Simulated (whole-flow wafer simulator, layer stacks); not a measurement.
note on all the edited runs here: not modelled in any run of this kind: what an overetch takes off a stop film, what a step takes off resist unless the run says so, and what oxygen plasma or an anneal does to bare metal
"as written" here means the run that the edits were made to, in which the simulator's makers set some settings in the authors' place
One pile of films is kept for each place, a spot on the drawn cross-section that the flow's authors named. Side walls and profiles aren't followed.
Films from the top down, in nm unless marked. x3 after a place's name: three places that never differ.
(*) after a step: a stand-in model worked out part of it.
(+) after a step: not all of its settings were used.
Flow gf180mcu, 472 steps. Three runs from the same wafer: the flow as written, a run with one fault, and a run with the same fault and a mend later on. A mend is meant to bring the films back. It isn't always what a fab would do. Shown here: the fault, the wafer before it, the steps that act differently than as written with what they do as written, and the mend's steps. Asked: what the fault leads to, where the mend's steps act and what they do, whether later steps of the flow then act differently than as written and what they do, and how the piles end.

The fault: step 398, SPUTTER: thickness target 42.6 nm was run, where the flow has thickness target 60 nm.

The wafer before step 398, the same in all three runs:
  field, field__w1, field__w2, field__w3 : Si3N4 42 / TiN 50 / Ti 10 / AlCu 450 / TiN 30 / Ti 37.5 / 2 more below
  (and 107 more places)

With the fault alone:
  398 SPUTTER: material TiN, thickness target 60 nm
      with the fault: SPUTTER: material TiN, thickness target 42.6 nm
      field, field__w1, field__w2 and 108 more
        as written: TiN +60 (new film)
        with the fault: TiN +42.6 (new film)
  Later steps of the flow that act differently than as written (7 more steps differ only slightly, by at most 2% or 0.5 nm, whichever is larger, and aren't shown):
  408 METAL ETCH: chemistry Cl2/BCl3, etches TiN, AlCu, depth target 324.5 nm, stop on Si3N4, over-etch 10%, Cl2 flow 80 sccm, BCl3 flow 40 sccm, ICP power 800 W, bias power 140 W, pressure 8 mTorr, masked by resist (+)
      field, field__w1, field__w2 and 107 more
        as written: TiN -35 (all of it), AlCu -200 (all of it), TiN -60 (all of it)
        with the fault: TiN -35 (all of it), AlCu -200 (all of it), TiN -42.6 (all of it)
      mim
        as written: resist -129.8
        with the fault: resist -122.1
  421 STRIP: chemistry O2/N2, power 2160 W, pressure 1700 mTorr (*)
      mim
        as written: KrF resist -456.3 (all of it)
        with the fault: KrF resist -469.4 (all of it)
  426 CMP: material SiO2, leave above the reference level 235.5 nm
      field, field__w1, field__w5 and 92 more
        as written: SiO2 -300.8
        with the fault: SiO2 -318.2
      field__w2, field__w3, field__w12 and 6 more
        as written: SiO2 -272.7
        with the fault: SiO2 -290.1
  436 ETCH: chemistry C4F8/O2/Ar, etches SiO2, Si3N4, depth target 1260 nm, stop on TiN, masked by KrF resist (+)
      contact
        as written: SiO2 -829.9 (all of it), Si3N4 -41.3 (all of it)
        with the fault: SiO2 -812.5 (all of it), Si3N4 -41.3 (all of it)
  At the end the piles differ from the flow's by more than 2% or 0.5 nm, whichever is larger, at field__w8, contact, m1, m1__w1, mim, m1_nw.
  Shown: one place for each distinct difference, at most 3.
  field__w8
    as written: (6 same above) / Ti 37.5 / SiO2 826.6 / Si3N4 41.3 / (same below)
    with the fault: (6 same above) / Ti 37.5 / SiO2 809.2 / Si3N4 41.3 / (same below)
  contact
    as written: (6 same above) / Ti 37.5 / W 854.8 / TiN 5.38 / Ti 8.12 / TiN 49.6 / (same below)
    with the fault: (6 same above) / Ti 37.5 / W 837.3 / TiN 5.43 / Ti 8.2 / TiN 49.6 / (same below)
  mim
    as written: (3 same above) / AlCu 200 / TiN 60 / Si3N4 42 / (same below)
    with the fault: (3 same above) / AlCu 200 / TiN 42.6 / Si3N4 42 / (same below)

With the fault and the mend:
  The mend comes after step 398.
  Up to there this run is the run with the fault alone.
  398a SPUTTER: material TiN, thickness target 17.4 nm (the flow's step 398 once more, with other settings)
      field, field__w1, field__w2 and 108 more
        TiN +17.4
  No later step of the flow acts differently than as written at any place that is followed.
  At the end the piles are the same as the flow's at every place that both follow.
